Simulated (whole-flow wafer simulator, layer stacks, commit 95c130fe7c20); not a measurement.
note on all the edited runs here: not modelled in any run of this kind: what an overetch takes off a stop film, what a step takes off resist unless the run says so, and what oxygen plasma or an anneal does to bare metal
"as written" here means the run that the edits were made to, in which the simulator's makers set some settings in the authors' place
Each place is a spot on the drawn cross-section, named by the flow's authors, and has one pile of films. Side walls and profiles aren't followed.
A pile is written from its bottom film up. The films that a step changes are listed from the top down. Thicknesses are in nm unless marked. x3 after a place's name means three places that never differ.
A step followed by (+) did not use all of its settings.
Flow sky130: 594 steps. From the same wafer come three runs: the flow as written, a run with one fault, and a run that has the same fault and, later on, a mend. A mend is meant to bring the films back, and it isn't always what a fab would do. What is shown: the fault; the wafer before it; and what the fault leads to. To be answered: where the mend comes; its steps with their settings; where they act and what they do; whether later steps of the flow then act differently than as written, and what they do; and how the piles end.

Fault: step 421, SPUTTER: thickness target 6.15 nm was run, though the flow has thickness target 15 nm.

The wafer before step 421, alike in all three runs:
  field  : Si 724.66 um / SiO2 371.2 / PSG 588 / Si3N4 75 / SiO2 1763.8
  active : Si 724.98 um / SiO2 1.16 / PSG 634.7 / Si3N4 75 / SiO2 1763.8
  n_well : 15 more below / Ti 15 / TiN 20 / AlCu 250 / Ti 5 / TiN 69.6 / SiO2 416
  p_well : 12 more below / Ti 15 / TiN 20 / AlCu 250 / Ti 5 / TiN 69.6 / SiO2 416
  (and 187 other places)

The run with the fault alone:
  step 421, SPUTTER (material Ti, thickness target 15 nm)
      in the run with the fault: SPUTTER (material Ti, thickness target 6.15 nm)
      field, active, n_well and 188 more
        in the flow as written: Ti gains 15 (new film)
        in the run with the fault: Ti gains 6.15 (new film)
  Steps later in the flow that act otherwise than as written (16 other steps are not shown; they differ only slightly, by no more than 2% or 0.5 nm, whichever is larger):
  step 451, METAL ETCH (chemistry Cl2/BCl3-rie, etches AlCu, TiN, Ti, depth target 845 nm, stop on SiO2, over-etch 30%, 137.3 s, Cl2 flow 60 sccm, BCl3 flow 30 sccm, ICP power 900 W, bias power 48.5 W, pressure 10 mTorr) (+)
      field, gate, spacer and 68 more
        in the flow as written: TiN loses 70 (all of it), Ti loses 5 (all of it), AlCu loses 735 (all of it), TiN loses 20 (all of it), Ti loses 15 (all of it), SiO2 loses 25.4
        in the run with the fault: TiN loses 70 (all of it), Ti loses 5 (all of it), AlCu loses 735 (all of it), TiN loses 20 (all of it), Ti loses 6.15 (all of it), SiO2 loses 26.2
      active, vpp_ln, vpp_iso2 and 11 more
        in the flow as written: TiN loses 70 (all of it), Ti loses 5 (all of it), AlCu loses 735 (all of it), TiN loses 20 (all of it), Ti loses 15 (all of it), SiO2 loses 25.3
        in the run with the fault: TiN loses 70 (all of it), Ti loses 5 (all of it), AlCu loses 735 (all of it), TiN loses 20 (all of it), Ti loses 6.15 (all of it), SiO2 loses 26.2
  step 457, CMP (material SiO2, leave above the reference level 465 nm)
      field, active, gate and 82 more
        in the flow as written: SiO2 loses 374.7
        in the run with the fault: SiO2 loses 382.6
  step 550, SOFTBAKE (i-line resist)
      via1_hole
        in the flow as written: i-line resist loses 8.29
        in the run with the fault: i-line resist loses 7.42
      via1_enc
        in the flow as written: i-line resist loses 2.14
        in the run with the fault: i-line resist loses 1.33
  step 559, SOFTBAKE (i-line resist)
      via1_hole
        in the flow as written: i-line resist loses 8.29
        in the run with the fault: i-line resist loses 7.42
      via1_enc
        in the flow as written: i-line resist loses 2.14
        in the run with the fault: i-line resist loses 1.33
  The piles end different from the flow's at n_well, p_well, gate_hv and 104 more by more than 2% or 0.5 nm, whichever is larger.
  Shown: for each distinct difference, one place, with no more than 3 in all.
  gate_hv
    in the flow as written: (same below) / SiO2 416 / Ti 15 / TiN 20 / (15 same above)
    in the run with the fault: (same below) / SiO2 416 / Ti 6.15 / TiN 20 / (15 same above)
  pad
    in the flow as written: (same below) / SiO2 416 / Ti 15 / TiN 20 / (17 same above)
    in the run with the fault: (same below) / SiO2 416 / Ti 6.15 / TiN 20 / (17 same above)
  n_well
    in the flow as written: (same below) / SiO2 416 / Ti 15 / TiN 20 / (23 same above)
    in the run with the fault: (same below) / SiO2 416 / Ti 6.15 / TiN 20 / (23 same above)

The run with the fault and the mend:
  After step 421 comes the mend.
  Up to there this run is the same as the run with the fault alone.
  step 421a, SPUTTER (material Ti, thickness target 8.85 nm) (a further turn of the flow's step 421, with different settings)
      field, active, n_well and 188 more
        Ti gains 8.85
  None of the later steps of the flow acts differently than as written at any place that is followed.
  By the end, the piles equal the flow's at every place that both follow.
